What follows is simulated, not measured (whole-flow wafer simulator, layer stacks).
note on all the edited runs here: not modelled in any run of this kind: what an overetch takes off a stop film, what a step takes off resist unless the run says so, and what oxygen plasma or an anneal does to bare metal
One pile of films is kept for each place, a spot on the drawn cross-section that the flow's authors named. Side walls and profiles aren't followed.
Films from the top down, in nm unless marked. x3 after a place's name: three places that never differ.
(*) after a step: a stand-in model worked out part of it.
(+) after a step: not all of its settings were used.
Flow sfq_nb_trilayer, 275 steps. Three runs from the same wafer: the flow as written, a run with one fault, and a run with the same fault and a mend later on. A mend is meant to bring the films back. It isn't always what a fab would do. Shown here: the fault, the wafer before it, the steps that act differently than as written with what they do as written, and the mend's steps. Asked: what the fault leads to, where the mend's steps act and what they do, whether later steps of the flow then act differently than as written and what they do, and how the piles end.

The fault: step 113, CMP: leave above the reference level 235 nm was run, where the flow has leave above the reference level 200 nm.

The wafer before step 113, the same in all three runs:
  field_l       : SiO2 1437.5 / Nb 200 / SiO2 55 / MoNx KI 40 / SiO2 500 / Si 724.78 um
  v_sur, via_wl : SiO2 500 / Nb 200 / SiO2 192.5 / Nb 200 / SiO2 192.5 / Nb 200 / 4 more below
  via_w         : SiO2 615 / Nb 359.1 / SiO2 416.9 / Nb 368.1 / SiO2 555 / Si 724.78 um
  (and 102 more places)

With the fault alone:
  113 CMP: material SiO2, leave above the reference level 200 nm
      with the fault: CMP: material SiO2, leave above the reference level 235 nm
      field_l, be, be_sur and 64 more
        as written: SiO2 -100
        with the fault: SiO2 -65
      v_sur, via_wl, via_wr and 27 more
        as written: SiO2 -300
        with the fault: SiO2 -265
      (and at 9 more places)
  Later steps of the flow that act differently than as written (3 more steps differ only slightly, by at most 2% or 0.5 nm, whichever is larger, and aren't shown):
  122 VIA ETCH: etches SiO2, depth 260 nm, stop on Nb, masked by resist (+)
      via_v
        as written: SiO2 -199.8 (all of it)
        with the fault: SiO2 -234.8 (all of it)
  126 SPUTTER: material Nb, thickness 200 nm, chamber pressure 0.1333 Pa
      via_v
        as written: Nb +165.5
        with the fault: Nb +158.1
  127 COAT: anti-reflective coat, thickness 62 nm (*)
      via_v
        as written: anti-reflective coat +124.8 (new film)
        with the fault: anti-reflective coat +132.2 (new film)
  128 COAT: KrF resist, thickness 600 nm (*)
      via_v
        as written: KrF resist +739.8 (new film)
        with the fault: KrF resist +769 (new film)
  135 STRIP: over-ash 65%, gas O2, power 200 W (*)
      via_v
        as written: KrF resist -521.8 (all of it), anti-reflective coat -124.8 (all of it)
        with the fault: KrF resist -550.9 (all of it), anti-reflective coat -132.2 (all of it)
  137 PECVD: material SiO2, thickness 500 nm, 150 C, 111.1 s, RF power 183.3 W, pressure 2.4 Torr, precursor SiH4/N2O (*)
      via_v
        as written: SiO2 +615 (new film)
        with the fault: SiO2 +657.5 (new film)
  At the end the piles differ from the flow's by more than 2% or 0.5 nm, whichever is larger, at v_sur, via_wl, via_w and 36 more.
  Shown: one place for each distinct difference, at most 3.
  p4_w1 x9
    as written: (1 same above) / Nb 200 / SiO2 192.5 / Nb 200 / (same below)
    with the fault: (1 same above) / Nb 200 / SiO2 227.5 / Nb 200 / (same below)
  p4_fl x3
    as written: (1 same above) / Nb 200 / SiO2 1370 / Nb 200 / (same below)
    with the fault: (1 same above) / Nb 200 / SiO2 1405 / Nb 200 / (same below)
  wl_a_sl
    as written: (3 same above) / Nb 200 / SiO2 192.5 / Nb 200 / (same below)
    with the fault: (3 same above) / Nb 200 / SiO2 227.5 / Nb 200 / (same below)

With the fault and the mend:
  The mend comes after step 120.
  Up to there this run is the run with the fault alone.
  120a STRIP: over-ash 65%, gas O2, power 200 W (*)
      field_l, v_sur, via_wl and 102 more
        KrF resist -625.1 (all of it), anti-reflective coat -62 (all of it)
      via_v
        anti-reflective coat -62 (all of it)
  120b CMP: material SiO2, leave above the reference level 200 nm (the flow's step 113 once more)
      field_l, v_sur, via_wl and 103 more
        SiO2 -35
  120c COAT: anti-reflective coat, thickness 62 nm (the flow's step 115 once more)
      field_l, v_sur, via_wl and 103 more
        anti-reflective coat +62 (new film)
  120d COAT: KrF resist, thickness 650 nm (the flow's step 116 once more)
      field_l, v_sur, via_wl and 103 more
        KrF resist +650 (new film)
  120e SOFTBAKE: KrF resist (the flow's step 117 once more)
      changes no film at any place that is followed
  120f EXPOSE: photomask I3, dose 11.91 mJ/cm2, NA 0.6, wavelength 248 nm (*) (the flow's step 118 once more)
      changes no film at any place that is followed
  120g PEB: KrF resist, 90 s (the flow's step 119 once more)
      field_l, v_sur, via_wl and 103 more
        KrF resist -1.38
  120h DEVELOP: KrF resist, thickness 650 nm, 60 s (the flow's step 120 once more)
      field_l, v_sur, via_wl and 102 more
        KrF resist -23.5
      via_v
        KrF resist -648.6 (all of it)
  No later step of the flow acts differently than as written at any place that is followed.
  At the end the piles are the same as the flow's at every place that both follow.
